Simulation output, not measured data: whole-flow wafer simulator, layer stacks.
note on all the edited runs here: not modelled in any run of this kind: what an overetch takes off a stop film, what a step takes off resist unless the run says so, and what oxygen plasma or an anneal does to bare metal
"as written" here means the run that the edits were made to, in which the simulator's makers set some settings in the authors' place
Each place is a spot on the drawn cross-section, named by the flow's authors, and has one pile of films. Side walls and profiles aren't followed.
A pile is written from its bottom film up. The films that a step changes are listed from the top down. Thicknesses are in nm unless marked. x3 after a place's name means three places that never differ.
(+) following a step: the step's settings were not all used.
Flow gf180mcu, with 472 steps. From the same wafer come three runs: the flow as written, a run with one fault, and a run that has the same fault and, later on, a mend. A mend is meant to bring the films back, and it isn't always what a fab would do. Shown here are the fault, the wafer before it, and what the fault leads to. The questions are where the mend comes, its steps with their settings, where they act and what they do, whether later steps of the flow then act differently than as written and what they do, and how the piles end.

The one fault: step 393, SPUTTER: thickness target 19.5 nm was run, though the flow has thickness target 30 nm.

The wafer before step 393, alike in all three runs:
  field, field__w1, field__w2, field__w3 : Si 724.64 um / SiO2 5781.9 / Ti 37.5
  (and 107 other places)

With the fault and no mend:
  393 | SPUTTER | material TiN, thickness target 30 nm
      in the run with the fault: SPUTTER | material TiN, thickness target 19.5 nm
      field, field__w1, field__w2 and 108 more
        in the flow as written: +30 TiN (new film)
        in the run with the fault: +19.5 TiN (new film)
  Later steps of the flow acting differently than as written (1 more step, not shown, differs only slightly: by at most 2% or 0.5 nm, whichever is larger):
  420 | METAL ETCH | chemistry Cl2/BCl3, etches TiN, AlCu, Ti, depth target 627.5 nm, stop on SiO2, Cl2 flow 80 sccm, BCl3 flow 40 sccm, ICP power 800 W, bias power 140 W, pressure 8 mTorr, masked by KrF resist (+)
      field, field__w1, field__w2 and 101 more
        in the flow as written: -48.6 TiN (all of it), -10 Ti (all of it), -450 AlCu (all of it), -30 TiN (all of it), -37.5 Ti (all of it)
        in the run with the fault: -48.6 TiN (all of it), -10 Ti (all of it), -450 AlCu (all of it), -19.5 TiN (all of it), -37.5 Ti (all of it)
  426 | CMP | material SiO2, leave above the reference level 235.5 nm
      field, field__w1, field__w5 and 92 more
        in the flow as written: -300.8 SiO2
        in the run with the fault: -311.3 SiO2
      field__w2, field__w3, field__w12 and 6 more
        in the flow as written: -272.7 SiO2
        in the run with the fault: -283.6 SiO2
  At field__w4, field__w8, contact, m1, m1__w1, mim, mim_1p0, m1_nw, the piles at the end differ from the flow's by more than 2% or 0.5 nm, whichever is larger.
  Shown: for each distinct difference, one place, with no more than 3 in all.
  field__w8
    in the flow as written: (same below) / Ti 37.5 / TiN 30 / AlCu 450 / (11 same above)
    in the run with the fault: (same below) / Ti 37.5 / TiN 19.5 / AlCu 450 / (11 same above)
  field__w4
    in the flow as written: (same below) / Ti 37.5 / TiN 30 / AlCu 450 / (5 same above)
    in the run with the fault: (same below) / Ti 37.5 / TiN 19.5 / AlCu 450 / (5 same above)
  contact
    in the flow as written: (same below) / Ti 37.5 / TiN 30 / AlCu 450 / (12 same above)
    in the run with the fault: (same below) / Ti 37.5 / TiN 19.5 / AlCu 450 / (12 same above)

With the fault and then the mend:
  After step 393 comes the mend.
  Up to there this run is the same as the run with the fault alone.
  393a | SPUTTER | material TiN, thickness target 10.5 nm (the flow's step 393 again, with other settings)
      field, field__w1, field__w2 and 108 more
        +10.5 TiN
  None of the later steps of the flow acts differently than as written at any place that is followed.
  By the end, the piles equal the flow's at every place that both follow.
